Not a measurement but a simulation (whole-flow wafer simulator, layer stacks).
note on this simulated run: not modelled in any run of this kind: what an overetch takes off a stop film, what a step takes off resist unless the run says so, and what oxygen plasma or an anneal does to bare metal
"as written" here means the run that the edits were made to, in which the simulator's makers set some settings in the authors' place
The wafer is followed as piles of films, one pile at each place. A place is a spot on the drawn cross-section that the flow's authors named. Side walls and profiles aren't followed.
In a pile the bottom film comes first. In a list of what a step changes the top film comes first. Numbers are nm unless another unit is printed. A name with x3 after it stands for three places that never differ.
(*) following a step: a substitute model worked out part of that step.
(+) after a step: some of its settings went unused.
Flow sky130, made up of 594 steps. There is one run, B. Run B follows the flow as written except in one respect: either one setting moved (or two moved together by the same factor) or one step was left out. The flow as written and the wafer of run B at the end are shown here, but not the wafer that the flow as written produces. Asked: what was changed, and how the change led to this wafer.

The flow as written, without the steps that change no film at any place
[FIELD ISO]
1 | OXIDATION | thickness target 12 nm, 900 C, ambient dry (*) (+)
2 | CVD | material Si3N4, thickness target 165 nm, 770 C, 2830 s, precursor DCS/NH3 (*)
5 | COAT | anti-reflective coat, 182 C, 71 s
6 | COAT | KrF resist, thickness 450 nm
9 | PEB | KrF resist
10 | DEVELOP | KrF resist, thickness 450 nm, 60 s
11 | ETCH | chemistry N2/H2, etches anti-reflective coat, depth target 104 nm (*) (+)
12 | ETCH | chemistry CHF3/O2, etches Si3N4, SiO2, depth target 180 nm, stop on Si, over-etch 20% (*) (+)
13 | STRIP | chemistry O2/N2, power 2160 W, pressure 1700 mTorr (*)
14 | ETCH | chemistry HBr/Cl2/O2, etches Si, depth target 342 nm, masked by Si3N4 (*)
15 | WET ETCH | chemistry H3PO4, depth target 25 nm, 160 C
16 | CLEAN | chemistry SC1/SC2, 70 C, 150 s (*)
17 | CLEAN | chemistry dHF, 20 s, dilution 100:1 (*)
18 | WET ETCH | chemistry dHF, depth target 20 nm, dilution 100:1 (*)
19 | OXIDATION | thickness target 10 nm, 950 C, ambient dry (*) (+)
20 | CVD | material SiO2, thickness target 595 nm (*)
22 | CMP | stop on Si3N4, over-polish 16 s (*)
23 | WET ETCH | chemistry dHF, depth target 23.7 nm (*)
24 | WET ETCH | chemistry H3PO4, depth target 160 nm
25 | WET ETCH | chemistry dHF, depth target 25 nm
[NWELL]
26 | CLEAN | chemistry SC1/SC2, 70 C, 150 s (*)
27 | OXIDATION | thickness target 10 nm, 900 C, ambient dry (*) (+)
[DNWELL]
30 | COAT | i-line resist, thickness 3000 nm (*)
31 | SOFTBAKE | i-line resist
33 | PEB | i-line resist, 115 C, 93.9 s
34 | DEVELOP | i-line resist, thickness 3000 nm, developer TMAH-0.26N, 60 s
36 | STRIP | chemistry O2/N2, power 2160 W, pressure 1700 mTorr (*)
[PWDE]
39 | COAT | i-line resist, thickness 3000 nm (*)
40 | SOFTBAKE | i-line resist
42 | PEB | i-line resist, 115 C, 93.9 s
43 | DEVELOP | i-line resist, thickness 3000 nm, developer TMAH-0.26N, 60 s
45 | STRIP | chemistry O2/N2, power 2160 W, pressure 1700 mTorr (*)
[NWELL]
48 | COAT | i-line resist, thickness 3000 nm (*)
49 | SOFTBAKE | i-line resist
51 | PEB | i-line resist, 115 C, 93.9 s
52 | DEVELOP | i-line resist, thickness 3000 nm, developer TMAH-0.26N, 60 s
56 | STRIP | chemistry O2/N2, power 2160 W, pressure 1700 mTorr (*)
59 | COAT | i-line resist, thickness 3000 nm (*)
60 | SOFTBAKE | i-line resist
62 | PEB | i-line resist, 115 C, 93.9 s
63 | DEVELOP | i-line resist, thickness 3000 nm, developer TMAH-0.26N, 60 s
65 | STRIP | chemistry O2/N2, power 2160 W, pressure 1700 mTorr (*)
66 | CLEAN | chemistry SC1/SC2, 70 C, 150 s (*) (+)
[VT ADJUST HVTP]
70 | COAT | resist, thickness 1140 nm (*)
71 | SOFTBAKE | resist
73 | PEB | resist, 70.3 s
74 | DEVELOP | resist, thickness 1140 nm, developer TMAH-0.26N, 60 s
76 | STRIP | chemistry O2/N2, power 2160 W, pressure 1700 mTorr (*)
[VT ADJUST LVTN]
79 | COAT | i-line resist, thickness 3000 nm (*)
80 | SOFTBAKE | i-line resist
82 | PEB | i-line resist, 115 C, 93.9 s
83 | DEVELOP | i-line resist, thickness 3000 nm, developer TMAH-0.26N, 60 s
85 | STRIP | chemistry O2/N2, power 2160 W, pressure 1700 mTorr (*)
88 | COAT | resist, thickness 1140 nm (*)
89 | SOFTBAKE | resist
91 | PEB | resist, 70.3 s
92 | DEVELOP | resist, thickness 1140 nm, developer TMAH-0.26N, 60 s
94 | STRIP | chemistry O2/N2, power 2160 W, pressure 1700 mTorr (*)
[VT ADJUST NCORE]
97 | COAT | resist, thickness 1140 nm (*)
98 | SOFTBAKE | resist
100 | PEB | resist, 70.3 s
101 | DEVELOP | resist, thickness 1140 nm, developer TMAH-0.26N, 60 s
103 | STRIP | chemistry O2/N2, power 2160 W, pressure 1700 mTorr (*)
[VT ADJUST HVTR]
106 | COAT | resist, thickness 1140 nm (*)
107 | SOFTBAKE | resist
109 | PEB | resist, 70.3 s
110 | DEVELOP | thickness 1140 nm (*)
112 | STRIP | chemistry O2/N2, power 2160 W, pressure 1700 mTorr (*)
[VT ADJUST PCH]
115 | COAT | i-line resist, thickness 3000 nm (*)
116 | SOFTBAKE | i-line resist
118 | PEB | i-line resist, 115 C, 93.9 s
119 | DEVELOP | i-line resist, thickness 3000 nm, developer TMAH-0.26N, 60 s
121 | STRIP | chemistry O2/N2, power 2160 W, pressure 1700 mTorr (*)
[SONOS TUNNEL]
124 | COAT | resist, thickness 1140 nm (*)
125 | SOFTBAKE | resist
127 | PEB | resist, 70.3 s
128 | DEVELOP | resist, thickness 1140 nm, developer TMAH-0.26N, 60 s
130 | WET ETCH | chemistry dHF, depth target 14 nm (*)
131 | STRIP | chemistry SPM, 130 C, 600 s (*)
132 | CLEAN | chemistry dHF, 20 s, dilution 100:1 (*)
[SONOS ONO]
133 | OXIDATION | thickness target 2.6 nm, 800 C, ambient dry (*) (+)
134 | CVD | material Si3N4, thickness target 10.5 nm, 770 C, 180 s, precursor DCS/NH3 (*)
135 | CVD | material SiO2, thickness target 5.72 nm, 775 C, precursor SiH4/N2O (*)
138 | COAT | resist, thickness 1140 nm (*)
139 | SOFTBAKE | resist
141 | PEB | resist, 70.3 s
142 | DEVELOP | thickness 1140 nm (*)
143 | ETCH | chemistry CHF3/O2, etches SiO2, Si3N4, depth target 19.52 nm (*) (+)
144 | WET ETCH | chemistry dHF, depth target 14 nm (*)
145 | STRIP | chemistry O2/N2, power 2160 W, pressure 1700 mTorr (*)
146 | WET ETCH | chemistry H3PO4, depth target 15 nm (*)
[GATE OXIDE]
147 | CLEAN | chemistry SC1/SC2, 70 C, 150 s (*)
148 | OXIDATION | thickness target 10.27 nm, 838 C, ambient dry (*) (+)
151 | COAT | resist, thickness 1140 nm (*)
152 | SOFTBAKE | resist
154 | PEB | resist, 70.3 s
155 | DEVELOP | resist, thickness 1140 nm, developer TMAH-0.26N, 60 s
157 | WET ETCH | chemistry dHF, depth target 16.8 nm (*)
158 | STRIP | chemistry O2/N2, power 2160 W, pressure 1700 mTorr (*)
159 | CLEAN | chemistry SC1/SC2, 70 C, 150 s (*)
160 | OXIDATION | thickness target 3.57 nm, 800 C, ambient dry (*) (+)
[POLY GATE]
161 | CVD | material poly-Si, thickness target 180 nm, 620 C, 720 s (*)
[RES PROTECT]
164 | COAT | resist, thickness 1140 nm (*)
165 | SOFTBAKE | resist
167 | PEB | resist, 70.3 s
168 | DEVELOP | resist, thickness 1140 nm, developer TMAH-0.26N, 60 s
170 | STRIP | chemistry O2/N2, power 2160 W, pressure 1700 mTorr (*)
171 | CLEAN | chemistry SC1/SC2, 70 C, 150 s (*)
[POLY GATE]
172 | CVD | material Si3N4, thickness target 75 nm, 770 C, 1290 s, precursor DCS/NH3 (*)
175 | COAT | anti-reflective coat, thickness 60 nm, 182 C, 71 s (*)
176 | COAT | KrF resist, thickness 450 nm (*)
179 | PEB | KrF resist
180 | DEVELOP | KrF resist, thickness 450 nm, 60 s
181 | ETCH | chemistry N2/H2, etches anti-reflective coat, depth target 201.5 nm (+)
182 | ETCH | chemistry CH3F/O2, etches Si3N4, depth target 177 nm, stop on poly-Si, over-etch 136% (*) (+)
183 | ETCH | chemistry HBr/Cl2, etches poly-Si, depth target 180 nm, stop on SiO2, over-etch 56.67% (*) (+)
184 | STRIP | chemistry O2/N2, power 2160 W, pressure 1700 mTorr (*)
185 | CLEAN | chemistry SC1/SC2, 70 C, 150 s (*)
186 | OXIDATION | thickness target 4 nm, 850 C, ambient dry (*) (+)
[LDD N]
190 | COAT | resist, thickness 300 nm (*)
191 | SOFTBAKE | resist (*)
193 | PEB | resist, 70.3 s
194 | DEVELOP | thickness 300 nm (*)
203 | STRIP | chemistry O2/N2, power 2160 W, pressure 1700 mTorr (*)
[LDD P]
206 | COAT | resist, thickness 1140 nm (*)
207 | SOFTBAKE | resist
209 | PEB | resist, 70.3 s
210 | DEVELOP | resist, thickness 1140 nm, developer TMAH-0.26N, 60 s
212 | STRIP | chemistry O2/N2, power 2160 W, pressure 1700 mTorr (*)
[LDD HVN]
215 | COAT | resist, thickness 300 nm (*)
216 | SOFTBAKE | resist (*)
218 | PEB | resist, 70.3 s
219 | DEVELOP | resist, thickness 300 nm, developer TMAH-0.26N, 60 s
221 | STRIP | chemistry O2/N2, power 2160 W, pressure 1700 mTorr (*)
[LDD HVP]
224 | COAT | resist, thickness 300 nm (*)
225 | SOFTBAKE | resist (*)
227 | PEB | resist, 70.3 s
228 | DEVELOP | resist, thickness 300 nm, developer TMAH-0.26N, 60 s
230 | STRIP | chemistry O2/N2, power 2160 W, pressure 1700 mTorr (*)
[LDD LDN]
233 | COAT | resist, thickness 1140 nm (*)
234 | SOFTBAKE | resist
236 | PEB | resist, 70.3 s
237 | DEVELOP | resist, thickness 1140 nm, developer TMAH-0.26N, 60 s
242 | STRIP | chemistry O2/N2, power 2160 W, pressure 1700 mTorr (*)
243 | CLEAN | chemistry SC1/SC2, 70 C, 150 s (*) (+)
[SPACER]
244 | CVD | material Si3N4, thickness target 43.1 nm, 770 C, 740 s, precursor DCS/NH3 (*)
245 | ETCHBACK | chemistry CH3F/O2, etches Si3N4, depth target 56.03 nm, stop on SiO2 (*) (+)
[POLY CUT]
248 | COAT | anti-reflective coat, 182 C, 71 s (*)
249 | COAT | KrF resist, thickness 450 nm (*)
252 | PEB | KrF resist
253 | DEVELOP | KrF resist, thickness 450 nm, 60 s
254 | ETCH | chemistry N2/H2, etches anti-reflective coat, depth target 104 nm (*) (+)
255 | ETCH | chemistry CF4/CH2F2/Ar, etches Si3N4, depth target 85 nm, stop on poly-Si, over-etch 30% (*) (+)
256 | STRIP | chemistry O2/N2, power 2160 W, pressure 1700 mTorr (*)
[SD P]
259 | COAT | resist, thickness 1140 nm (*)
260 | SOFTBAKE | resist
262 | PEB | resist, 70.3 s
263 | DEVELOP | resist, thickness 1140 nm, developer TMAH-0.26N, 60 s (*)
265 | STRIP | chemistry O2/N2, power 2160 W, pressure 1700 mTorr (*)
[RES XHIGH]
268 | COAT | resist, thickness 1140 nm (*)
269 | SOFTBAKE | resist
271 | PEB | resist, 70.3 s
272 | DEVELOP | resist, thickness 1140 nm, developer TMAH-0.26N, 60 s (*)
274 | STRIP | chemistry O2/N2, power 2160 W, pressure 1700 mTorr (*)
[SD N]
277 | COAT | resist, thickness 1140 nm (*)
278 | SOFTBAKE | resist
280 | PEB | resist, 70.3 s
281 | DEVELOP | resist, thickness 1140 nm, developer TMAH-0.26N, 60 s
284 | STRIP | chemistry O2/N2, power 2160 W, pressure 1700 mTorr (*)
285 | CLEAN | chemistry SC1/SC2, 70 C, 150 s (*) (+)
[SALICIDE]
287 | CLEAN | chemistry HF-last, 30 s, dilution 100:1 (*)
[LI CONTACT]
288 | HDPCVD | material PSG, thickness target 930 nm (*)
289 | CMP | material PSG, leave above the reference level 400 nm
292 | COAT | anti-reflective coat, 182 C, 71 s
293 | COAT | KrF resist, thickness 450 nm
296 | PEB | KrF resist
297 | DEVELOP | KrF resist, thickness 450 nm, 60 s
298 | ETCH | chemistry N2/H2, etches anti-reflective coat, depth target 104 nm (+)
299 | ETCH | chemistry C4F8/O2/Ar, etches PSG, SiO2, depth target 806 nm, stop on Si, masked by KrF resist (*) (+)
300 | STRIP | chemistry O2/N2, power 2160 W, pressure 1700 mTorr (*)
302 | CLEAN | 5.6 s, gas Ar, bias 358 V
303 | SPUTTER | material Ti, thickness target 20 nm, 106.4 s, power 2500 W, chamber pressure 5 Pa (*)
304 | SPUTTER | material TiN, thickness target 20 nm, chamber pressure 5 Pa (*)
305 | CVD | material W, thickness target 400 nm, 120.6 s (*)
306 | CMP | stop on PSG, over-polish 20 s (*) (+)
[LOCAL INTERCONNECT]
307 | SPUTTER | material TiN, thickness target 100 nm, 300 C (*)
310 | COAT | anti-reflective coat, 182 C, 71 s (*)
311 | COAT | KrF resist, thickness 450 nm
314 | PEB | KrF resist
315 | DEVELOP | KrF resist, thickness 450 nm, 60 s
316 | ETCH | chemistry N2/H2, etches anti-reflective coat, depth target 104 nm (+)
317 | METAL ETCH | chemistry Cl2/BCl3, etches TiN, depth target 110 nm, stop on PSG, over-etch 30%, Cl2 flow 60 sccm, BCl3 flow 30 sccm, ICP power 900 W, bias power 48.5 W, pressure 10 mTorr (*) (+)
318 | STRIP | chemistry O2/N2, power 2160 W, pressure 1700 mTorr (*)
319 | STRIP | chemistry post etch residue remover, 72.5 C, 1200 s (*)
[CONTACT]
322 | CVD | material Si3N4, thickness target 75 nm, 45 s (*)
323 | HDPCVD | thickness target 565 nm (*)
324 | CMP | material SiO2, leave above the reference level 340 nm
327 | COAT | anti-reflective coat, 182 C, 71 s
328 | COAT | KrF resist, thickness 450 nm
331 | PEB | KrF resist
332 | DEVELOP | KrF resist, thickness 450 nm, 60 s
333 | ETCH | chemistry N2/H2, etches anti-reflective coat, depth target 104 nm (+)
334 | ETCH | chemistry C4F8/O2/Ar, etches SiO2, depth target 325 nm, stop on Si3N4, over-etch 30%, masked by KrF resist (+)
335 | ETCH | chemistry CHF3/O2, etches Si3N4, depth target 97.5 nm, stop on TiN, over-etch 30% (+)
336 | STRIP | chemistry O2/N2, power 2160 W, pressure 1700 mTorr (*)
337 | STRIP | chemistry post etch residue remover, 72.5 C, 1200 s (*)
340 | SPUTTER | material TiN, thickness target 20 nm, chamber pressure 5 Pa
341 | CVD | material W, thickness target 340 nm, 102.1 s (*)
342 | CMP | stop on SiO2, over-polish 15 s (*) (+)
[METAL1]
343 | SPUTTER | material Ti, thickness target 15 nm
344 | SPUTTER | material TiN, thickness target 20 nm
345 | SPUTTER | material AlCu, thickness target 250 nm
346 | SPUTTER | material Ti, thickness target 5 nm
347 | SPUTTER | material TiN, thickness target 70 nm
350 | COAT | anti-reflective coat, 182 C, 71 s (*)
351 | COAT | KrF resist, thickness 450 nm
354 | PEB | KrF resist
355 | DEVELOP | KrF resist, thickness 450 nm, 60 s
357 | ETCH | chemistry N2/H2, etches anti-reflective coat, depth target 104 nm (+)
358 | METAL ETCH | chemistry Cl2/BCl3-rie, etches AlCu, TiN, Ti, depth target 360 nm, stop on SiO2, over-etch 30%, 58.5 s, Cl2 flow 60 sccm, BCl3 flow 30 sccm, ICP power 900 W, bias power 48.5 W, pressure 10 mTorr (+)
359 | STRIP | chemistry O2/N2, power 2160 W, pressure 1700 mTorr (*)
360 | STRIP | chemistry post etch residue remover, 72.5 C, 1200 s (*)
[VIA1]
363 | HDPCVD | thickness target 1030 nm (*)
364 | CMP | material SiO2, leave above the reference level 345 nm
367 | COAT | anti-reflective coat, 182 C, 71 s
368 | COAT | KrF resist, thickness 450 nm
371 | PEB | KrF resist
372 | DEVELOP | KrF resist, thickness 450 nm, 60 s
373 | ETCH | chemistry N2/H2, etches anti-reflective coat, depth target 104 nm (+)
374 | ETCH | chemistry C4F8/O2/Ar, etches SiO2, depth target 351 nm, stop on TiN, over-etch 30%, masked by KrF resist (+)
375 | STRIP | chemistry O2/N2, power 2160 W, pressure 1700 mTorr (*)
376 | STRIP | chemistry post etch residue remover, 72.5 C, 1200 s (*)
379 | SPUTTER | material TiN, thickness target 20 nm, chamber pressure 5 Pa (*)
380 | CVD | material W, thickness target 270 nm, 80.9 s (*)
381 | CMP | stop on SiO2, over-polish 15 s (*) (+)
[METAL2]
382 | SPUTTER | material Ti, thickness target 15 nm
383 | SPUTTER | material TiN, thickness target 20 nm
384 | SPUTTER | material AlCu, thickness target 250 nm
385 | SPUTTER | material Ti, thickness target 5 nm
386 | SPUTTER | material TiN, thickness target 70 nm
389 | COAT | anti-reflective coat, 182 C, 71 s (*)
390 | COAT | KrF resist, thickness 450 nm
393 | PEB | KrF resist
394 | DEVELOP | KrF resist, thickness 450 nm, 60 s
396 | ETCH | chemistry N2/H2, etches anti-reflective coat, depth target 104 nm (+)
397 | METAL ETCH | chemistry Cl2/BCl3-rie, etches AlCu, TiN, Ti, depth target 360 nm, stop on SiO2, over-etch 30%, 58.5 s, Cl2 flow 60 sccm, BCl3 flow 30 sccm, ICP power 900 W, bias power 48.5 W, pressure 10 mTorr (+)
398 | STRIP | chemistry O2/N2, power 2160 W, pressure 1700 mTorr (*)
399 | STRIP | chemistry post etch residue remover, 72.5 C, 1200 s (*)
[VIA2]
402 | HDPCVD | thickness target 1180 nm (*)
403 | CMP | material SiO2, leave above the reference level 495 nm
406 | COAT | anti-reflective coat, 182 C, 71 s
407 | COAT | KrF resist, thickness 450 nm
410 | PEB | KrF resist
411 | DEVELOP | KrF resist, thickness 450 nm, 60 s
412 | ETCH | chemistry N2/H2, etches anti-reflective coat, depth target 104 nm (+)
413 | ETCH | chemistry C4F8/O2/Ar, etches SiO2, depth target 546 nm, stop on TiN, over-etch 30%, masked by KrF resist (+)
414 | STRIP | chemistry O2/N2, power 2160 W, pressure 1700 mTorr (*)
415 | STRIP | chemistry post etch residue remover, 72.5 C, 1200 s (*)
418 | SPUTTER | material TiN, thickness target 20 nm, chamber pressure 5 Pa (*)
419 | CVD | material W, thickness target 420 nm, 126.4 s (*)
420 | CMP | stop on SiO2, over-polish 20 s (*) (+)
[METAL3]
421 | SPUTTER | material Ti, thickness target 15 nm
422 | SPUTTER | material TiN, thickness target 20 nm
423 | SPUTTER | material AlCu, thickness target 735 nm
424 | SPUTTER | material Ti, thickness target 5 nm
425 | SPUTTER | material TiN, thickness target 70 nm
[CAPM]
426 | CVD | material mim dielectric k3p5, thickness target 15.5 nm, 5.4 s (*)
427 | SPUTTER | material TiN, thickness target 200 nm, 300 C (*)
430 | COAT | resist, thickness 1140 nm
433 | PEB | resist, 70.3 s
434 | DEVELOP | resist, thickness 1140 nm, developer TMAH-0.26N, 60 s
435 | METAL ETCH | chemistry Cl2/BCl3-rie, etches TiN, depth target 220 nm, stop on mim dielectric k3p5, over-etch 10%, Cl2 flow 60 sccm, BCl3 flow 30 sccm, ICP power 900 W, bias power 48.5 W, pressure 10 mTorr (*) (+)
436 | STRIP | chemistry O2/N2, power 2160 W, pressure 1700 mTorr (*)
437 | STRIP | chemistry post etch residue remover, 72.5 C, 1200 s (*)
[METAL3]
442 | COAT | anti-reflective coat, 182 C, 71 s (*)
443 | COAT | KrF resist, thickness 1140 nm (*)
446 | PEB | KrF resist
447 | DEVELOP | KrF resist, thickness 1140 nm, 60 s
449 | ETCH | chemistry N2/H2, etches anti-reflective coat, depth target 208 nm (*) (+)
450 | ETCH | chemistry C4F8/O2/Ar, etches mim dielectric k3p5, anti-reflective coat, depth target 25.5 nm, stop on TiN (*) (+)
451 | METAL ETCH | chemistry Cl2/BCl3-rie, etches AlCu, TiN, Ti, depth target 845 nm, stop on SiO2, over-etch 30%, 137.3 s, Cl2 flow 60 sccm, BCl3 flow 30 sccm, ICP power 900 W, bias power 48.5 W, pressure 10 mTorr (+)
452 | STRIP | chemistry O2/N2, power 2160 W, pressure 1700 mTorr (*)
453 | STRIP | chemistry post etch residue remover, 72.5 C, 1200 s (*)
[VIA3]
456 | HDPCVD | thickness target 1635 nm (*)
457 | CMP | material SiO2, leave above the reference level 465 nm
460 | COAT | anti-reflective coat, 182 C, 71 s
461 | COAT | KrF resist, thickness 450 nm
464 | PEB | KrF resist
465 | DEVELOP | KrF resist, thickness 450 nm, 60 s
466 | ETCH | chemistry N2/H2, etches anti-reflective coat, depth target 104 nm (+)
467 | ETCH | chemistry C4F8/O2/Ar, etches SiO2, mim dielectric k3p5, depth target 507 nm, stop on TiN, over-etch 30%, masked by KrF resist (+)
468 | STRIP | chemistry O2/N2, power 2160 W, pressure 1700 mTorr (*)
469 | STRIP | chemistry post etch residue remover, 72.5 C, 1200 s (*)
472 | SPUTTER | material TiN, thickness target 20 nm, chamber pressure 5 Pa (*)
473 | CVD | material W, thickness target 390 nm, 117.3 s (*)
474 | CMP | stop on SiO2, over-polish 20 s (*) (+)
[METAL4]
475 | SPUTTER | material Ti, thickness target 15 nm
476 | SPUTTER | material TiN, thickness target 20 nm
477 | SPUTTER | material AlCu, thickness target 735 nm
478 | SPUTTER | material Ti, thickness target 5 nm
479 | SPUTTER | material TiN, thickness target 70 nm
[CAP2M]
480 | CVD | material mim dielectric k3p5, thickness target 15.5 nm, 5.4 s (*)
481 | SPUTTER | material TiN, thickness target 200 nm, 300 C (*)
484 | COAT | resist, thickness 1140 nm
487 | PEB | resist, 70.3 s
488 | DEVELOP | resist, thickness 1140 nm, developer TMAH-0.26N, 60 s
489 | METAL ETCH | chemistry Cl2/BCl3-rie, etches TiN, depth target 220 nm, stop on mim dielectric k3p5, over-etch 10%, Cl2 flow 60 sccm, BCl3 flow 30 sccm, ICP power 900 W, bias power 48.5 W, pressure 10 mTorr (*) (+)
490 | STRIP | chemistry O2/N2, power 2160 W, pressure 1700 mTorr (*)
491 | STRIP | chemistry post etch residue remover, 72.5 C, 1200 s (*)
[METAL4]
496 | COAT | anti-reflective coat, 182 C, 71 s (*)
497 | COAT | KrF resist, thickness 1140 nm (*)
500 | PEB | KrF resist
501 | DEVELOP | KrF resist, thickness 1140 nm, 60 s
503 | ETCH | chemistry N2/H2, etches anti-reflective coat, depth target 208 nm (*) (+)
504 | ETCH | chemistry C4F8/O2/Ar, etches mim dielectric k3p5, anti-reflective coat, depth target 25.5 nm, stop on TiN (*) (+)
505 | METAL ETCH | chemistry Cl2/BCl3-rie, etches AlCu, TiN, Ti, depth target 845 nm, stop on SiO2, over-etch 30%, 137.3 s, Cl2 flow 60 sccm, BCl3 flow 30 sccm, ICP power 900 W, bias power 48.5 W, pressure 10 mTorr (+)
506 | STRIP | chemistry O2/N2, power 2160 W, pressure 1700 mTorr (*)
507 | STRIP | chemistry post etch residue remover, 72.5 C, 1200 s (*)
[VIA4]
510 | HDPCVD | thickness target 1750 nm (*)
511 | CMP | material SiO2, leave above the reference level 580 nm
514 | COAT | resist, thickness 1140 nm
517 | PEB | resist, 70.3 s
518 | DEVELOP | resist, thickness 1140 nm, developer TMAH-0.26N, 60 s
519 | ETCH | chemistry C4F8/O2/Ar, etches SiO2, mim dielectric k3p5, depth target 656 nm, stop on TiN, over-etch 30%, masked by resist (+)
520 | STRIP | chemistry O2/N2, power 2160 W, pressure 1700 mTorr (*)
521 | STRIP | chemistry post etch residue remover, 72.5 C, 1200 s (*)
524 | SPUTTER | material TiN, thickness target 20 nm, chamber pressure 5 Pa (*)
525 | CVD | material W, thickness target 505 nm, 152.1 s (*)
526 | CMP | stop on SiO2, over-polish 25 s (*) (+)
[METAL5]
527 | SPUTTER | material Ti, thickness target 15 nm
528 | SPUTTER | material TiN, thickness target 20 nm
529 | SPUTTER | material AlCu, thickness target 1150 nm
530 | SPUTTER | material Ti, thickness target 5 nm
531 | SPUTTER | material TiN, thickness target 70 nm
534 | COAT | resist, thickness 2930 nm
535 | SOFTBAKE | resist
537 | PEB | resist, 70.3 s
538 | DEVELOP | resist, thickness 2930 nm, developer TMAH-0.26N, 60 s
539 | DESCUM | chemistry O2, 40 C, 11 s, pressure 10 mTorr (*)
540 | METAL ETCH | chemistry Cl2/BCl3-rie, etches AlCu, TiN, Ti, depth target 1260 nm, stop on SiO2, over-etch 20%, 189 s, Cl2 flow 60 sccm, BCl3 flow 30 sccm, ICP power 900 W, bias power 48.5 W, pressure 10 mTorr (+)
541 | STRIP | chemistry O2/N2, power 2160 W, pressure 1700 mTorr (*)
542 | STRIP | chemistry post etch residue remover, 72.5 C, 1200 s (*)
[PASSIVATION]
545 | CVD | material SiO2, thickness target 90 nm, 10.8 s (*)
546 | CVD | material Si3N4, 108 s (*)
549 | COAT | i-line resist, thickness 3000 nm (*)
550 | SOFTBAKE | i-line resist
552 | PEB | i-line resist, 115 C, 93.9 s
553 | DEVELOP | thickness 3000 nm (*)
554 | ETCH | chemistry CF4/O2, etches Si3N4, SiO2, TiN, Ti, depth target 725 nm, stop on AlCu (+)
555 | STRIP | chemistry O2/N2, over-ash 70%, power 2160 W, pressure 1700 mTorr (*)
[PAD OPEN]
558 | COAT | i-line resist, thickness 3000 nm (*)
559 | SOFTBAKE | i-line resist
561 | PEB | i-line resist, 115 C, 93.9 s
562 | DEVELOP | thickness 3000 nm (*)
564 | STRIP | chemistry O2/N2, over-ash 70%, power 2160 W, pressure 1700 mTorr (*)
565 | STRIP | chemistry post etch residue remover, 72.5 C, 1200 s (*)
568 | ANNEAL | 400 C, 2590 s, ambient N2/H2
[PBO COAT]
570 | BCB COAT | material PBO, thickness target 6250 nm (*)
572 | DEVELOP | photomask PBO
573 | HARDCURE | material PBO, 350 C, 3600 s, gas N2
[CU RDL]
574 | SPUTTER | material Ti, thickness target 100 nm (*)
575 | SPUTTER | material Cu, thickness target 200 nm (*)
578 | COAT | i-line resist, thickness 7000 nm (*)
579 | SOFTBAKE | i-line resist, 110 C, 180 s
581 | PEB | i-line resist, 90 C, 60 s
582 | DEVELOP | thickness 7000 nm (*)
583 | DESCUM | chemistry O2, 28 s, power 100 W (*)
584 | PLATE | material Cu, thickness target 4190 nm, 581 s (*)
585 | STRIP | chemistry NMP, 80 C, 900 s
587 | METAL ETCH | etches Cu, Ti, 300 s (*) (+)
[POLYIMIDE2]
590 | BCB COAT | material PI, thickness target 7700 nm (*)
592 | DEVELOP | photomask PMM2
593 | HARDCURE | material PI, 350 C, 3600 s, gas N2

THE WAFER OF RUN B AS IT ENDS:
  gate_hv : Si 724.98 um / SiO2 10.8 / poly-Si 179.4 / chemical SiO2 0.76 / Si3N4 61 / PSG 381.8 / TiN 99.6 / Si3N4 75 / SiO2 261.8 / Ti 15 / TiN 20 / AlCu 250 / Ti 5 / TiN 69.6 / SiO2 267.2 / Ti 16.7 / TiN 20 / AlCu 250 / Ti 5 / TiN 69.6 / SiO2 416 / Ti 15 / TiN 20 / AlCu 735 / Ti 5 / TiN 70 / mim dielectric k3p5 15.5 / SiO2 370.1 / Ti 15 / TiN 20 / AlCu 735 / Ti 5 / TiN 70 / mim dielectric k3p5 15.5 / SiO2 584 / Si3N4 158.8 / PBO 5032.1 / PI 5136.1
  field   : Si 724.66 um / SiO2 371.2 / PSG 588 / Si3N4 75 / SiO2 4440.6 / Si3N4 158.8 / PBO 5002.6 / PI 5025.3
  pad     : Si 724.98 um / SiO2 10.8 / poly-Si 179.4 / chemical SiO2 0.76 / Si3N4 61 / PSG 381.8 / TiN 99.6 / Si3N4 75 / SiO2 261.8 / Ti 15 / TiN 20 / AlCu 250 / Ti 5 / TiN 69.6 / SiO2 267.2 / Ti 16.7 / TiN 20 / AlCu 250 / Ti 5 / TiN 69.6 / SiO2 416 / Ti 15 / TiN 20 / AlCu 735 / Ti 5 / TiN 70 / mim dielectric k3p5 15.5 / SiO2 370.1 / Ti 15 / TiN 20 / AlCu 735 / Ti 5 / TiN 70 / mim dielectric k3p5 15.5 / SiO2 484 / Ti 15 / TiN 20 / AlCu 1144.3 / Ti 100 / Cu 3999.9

What caused this: step 382, SPUTTER: thickness target 16.7 nm was run, though the flow has thickness target 15 nm.
The wafer itself shows it: gate_hv has Ti 16.7, and step 382 as written asks for 15 nm.

How this came from the change, step by step:
  382 | SPUTTER | material Ti, thickness target 15 nm
      field, active, n_well and 188 more: +16.7 Ti (new film) (as written it would have been: +15 Ti (new film))
  397 | METAL ETCH | chemistry Cl2/BCl3-rie, etches AlCu, TiN, Ti, depth target 360 nm, stop on SiO2, over-etch 30%, 58.5 s, Cl2 flow 60 sccm, BCl3 flow 30 sccm, ICP power 900 W, bias power 48.5 W, pressure 10 mTorr (+)
      field, active, gate and 82 more: -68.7 TiN (all of it), -5 Ti (all of it), -250 AlCu (all of it), -20 TiN (all of it), -16.7 Ti (all of it), -10.8 SiO2 (as written it would have been: -68.7 TiN (all of it), -5 Ti (all of it), -250 AlCu (all of it), -20 TiN (all of it), -15 Ti (all of it), -10.9 SiO2)
